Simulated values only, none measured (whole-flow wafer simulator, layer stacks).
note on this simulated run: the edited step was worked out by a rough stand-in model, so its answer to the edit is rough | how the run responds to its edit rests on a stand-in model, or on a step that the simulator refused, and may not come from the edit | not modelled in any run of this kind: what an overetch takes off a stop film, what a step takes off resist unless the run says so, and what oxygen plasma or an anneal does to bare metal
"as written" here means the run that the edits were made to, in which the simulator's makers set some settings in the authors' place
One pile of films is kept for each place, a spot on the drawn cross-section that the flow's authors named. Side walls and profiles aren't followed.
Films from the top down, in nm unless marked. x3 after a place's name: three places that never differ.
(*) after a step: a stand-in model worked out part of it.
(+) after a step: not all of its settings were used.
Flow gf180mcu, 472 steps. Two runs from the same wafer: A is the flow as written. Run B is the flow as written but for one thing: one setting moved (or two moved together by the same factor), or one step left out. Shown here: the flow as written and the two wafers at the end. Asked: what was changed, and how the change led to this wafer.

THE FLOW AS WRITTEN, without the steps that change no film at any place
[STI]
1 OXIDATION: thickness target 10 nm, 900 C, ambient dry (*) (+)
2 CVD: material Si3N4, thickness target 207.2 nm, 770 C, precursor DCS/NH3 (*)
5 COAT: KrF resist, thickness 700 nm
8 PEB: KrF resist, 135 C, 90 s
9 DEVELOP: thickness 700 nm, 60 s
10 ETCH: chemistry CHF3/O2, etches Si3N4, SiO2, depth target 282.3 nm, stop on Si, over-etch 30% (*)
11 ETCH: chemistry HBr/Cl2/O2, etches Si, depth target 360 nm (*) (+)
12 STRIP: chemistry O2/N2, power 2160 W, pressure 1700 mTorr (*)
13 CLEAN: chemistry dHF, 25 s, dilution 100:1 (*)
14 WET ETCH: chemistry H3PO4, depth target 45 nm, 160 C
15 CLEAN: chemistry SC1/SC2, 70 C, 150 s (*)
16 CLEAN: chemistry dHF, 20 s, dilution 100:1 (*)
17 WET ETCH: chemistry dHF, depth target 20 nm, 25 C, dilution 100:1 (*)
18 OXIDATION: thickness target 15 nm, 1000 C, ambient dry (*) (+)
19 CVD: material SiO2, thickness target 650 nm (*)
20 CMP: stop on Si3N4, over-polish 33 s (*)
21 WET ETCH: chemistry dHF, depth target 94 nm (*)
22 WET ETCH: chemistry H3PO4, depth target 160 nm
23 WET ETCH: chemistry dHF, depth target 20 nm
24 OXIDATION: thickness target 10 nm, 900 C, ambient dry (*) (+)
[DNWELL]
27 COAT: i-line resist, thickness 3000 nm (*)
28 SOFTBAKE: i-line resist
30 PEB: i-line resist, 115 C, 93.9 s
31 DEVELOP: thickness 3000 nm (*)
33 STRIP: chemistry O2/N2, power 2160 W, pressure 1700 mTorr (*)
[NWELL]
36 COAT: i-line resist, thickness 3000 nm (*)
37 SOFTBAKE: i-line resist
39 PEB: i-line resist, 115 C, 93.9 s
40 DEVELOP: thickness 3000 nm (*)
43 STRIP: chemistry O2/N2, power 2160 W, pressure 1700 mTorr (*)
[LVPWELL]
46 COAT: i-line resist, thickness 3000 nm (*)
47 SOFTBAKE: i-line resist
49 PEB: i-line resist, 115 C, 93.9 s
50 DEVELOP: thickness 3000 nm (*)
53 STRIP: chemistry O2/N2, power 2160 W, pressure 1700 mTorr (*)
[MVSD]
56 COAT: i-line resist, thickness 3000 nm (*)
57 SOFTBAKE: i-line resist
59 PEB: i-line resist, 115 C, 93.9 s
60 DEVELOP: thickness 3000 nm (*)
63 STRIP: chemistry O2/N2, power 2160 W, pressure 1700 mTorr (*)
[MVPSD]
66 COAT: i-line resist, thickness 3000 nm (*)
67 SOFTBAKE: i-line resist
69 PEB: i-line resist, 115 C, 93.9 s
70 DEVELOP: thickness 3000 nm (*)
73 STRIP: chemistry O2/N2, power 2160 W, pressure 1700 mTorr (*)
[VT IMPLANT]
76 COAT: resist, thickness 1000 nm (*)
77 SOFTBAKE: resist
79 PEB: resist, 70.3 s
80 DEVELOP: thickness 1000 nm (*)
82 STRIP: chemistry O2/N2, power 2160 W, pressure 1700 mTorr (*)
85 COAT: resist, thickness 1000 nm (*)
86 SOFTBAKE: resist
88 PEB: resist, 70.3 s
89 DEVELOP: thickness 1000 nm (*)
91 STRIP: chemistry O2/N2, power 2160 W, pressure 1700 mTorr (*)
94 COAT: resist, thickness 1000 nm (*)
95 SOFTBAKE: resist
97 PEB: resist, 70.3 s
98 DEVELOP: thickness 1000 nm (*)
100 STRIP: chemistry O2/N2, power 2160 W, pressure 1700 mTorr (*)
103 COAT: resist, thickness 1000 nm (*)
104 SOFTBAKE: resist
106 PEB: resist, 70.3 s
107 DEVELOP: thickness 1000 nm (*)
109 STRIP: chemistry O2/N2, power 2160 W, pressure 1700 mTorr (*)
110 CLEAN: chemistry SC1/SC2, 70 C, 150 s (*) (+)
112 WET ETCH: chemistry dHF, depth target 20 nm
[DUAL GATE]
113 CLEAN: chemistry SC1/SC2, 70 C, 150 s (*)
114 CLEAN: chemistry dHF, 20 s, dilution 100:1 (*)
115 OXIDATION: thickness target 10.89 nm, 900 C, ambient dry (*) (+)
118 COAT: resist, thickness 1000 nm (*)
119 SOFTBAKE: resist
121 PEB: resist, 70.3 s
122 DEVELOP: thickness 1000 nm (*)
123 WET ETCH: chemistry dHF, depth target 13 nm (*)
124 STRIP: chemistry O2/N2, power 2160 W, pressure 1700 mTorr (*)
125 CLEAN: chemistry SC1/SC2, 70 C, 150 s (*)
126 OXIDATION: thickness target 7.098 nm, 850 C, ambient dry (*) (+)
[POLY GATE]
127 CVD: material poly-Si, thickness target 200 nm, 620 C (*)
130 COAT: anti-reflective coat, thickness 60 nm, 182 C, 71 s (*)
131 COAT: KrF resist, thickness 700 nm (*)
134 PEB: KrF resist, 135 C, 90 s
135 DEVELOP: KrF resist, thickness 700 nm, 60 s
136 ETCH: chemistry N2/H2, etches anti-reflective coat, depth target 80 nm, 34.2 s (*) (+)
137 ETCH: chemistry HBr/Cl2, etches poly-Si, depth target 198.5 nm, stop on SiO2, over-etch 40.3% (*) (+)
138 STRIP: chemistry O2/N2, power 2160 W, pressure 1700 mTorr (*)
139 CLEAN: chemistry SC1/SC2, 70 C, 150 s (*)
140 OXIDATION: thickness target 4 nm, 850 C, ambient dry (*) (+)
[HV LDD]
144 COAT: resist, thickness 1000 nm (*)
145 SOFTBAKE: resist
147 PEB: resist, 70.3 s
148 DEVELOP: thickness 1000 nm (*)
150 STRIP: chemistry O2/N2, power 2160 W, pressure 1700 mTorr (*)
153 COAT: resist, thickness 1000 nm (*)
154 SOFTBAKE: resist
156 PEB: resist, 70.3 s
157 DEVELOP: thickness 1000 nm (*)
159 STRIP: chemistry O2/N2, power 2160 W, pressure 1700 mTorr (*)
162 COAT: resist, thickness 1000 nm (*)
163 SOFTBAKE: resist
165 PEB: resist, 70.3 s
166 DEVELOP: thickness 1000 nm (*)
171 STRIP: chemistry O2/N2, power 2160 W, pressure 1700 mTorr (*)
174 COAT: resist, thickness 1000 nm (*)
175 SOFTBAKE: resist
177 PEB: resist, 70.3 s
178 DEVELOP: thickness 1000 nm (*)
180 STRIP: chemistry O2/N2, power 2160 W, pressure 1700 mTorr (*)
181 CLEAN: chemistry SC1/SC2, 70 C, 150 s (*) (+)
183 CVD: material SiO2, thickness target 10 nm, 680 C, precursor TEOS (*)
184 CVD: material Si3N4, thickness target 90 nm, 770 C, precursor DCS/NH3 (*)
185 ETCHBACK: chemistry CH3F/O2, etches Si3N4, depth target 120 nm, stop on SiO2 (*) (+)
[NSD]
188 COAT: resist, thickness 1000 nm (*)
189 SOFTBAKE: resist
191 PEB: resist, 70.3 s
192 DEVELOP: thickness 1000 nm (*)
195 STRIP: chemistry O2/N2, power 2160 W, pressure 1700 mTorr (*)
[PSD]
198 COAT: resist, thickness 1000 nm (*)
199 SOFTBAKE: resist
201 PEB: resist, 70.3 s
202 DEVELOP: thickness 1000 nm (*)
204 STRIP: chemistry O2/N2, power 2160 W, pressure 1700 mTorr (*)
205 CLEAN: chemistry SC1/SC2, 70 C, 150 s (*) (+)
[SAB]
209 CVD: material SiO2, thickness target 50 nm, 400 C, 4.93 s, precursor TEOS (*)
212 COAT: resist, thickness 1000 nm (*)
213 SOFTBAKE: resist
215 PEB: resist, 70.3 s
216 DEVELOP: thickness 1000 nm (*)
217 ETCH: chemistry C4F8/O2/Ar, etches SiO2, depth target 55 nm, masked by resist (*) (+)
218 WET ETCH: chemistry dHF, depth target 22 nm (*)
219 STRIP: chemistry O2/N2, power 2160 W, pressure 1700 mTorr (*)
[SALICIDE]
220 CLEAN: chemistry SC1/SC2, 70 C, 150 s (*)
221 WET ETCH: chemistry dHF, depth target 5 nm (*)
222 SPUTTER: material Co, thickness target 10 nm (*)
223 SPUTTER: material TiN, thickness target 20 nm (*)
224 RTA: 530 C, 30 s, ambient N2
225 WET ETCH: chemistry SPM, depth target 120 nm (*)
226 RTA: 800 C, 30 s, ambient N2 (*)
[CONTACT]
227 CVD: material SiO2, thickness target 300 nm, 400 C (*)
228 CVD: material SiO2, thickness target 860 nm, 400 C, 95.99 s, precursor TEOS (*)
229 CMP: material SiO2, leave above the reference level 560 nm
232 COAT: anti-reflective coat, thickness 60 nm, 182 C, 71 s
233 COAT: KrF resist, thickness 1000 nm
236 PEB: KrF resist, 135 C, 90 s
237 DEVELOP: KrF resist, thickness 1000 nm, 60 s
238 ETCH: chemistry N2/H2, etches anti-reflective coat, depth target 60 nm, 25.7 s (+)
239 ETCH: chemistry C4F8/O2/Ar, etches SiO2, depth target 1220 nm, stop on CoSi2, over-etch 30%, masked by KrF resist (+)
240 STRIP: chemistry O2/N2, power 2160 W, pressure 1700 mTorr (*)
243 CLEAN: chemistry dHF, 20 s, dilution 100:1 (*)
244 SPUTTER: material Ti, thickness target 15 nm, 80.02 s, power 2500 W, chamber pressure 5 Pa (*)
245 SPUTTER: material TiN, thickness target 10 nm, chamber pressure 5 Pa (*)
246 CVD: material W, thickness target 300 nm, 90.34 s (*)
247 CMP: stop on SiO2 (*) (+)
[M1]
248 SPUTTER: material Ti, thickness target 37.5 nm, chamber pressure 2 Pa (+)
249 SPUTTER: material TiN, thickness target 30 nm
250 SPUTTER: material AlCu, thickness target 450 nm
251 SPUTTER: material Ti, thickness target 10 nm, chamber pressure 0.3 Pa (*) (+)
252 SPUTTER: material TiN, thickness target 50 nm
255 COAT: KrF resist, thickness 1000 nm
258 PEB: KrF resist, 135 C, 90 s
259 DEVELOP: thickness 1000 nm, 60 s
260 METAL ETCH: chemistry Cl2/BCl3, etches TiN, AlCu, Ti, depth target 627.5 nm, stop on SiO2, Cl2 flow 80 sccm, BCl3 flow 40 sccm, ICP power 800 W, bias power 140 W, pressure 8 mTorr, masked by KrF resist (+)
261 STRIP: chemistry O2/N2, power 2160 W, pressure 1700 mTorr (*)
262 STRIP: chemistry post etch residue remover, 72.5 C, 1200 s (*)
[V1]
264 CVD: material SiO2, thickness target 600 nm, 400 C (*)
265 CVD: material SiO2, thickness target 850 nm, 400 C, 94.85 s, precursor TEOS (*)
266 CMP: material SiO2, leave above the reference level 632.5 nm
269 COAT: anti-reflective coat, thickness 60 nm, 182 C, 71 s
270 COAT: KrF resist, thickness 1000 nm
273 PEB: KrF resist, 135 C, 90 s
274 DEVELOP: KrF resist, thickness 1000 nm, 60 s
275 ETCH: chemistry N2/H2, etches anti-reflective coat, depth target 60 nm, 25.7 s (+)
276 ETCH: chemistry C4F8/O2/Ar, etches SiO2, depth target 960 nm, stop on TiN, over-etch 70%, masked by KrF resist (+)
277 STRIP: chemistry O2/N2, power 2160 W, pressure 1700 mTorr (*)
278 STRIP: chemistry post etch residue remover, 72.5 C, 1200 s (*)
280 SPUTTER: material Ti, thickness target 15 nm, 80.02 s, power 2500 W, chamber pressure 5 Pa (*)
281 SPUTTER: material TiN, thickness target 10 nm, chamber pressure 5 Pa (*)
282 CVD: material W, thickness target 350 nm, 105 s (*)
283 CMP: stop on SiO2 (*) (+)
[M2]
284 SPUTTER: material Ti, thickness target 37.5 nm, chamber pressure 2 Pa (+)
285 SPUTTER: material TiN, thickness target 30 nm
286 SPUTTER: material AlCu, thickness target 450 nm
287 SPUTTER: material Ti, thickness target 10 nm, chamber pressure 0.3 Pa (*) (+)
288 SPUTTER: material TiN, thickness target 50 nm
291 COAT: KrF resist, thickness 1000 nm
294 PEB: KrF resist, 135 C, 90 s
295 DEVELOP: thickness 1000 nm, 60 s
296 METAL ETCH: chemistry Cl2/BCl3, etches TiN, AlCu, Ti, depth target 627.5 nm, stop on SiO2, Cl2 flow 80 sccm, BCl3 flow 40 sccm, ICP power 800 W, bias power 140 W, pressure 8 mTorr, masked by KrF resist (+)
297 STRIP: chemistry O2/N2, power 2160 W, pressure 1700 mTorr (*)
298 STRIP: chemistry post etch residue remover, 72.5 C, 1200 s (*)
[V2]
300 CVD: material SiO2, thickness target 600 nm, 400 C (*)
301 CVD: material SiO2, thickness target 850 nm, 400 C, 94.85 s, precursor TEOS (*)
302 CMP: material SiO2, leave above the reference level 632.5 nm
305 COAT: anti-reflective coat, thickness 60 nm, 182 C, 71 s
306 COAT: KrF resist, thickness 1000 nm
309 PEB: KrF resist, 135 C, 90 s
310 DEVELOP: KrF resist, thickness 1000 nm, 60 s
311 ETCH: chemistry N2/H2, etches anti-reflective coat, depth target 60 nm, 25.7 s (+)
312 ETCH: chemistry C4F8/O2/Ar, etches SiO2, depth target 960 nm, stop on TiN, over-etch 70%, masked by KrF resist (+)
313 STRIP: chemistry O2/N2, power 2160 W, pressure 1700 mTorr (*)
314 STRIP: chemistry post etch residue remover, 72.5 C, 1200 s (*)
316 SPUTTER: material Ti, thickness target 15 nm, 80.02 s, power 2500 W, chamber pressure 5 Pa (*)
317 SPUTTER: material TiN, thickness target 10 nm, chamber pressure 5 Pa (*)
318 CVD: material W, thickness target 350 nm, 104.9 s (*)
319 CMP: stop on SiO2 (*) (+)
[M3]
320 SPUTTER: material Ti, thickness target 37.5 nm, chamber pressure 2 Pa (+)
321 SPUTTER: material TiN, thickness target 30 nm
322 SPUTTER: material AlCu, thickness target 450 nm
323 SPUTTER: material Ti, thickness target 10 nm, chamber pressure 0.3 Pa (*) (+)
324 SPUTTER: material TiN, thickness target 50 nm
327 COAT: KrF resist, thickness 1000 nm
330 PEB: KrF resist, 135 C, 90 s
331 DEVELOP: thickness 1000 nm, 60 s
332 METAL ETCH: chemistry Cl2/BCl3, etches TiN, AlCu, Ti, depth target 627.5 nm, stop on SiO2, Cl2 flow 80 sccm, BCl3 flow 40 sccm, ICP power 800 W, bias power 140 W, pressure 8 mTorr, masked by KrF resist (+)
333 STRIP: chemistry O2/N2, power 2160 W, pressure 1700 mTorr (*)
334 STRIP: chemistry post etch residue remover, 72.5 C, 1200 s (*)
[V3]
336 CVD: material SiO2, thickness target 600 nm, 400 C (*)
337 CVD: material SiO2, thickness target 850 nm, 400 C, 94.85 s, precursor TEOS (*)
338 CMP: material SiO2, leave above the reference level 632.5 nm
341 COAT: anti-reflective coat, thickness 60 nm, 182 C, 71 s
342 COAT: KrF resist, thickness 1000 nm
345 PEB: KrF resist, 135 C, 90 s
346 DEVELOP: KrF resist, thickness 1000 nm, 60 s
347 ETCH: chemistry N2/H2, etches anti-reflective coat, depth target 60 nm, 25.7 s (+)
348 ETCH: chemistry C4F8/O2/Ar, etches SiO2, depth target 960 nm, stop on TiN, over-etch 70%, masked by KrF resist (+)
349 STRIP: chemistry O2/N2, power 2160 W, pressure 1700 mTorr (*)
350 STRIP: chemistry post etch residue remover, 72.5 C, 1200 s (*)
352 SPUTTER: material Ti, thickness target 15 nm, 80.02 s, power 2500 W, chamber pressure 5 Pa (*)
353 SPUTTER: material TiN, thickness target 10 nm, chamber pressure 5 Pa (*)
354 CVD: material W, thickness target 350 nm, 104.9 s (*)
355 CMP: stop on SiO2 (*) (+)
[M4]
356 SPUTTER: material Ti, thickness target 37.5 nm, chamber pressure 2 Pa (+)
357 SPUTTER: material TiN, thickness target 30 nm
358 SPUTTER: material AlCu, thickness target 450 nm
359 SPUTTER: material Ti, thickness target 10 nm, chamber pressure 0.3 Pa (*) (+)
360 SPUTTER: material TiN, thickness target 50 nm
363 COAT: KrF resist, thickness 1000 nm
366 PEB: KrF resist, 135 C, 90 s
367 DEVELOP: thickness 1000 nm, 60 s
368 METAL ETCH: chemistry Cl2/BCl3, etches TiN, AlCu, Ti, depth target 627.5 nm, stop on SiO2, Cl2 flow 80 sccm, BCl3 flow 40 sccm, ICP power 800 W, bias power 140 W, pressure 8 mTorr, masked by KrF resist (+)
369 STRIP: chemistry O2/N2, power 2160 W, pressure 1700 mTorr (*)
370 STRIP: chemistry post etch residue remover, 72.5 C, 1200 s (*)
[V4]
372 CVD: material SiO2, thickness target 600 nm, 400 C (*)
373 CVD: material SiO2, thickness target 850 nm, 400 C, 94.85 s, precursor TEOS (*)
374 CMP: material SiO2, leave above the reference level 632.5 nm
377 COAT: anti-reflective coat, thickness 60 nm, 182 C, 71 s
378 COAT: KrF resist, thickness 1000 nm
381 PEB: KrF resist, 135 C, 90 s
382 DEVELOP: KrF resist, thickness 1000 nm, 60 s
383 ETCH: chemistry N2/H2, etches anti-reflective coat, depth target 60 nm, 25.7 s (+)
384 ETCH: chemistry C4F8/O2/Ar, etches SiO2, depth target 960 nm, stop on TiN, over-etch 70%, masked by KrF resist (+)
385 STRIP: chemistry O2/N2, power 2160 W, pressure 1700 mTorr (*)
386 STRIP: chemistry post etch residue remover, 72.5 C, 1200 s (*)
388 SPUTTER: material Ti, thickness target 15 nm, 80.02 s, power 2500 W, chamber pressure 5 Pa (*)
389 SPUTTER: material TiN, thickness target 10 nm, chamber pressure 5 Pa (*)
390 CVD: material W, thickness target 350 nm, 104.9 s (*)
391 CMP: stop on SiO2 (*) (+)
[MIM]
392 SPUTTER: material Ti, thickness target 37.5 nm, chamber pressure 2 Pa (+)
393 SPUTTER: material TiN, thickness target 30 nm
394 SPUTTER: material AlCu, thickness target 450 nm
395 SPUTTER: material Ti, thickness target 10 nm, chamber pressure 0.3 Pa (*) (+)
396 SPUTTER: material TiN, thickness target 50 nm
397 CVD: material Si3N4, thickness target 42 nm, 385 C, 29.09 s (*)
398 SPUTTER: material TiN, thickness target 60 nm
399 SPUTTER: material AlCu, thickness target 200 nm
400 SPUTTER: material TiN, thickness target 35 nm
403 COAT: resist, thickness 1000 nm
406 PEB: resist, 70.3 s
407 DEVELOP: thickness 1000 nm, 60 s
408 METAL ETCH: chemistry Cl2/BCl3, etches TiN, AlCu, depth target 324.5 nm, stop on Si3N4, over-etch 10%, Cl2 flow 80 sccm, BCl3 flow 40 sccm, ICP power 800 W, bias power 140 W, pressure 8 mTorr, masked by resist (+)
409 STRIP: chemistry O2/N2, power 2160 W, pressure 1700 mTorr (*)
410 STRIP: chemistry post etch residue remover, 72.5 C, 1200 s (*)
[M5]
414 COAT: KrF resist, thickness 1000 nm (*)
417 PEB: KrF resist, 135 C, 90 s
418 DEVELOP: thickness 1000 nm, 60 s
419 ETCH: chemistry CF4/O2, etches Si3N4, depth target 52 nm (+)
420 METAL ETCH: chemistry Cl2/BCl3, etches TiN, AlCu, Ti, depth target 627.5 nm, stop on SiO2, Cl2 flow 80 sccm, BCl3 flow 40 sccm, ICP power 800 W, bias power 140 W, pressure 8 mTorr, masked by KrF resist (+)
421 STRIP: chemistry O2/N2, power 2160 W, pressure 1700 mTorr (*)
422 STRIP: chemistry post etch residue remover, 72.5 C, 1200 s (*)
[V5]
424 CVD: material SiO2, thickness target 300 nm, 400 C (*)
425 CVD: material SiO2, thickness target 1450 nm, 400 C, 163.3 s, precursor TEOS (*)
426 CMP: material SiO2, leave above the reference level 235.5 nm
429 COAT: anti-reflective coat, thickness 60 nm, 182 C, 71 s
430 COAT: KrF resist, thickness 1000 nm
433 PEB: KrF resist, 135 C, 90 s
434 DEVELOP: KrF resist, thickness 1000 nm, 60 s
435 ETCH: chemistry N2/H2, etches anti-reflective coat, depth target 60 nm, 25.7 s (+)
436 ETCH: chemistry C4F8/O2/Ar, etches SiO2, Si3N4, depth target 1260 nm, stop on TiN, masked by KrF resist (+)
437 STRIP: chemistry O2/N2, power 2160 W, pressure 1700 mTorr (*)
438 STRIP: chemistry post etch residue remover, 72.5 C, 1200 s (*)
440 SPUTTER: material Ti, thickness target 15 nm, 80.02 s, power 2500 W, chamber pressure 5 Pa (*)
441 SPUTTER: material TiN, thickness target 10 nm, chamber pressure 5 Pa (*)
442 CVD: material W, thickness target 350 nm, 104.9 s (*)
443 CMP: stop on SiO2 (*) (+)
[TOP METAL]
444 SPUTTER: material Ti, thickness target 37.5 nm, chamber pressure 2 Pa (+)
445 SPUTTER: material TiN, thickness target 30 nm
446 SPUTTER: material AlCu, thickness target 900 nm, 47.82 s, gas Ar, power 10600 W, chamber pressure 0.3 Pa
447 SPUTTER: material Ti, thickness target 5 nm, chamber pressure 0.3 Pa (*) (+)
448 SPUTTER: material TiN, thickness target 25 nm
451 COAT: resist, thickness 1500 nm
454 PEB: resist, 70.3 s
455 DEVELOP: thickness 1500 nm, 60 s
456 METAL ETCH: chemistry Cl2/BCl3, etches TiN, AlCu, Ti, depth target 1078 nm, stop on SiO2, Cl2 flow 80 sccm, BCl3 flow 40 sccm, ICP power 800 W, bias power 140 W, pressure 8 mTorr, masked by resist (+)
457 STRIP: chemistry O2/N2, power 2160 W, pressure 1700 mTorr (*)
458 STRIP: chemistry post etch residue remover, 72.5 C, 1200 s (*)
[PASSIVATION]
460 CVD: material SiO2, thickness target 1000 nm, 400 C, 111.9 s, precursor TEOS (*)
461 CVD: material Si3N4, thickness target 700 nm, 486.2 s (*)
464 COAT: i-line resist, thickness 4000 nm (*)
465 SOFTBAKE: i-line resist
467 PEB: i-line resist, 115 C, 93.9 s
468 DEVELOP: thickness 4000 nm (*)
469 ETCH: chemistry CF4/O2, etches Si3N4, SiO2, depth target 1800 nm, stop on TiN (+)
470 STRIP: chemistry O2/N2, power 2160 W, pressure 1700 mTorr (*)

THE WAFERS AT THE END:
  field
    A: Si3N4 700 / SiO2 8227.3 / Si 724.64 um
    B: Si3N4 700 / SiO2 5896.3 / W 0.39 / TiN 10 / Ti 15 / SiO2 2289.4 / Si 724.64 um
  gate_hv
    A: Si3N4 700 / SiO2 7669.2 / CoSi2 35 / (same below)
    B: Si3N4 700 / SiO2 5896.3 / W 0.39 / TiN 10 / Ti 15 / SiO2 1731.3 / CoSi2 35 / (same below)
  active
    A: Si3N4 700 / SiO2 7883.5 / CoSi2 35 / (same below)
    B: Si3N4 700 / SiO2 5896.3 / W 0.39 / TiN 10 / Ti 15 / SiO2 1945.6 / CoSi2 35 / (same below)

The cause: step 265, CVD: thickness target 484 nm was run, where the flow has thickness target 850 nm; step 265, CVD: 54.07 s was run, where the flow has 94.85 s.

How the change led to this, step by step:
  265 CVD: material SiO2, thickness target 850 nm, 400 C, 94.85 s, precursor TEOS (*)
      field, field__w1, field__w2 and 108 more: A SiO2 +850 | B SiO2 +492.4
  266 CMP: material SiO2, leave above the reference level 632.5 nm
      field, field__w1, field__w2 and 99 more: A SiO2 -300 | B nothing
      field__w8, contact, m1 and 6 more: A SiO2 -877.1 | B SiO2 -519.4
  269 COAT: anti-reflective coat, thickness 60 nm, 182 C, 71 s
      m1__w1, polyc_p_rim: A anti-reflective coat +60 (new film) | B anti-reflective coat +34.1 (new film)
      field: A anti-reflective coat +60 (new film) | B anti-reflective coat +82.9 (new film)
      (and at 12 more places)
  270 COAT: KrF resist, thickness 1000 nm
      m1: A KrF resist +1000 (new film) | B KrF resist +978.4 (new film)
      m1_nw: A KrF resist +1000 (new film) | B KrF resist +976.2 (new film)
  275 ETCH: chemistry N2/H2, etches anti-reflective coat, depth target 60 nm, 25.7 s (+)
      contact: A anti-reflective coat -60 (all of it), SiO2 -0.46 | B anti-reflective coat -31 (all of it), SiO2 -1.21
  277 STRIP: chemistry O2/N2, power 2160 W, pressure 1700 mTorr (*)
      field: A KrF resist -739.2 (all of it), anti-reflective coat -60 (all of it) | B KrF resist -728.2 (all of it), anti-reflective coat -82.9 (all of it)
      field__w8: A KrF resist -739.2 (all of it), anti-reflective coat -60 (all of it) | B KrF resist -733.1 (all of it), anti-reflective coat -28.9 (all of it)
      (and at 12 more places)
  282 CVD: material W, thickness target 350 nm, 105 s (*)
      contact: A W +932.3 (new film) | B W +874.1 (new film)
  283 CMP: stop on SiO2 (*) (+)
      field, field__w1, field__w2 and 99 more: A W -350 (all of it), TiN -10 (all of it), Ti -15 (all of it), SiO2 -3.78 | B W -337.4
      field__w8, m1, m1__w1, polyc_n, polyc_n_rim, polyc_p, polyc_p_rim, m1_nw: A W -350 (all of it), TiN -10 (all of it), Ti -15 (all of it), SiO2 -3.78 | B W -350 (all of it), TiN -10 (all of it), Ti -15 (all of it), SiO2 -20
      (and at 1 more place)
  296 METAL ETCH: chemistry Cl2/BCl3, etches TiN, AlCu, Ti, depth target 627.5 nm, stop on SiO2, Cl2 flow 80 sccm, BCl3 flow 40 sccm, ICP power 800 W, bias power 140 W, pressure 8 mTorr, masked by KrF resist (+)
      field, field__w1, field__w2 and 99 more: A TiN -50 (all of it), Ti -10 (all of it), AlCu -450 (all of it), TiN -30 (all of it), Ti -37.5 (all of it) | B TiN -50 (all of it), Ti -10 (all of it), AlCu -450 (all of it), TiN -30 (all of it), Ti -37.5 (all of it), W -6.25
  298 STRIP: chemistry post etch residue remover, 72.5 C, 1200 s (*)
      field, field__w1, field__w2 and 99 more: A nothing | B W -6.01
  300 CVD: material SiO2, thickness target 600 nm, 400 C (*)
      field, field__w1, field__w2 and 99 more: A SiO2 +600 | B SiO2 +600 (new film)
  302 CMP: material SiO2, leave above the reference level 632.5 nm
      field, field__w1, field__w2 and 99 more: A SiO2 -300 | B SiO2 -287.7
Counting metal films that touch as one body, field has 1 body; the flow as written gives 0 bodies.
Counting metal films that touch as one body, gate_hv has 2 bodies (between them, from the top down: SiO2 1731.3); the flow as written gives 1 body.
Counting metal films that touch as one body, active has 2 bodies (between them, from the top down: SiO2 1945.6); the flow as written gives 1 body.
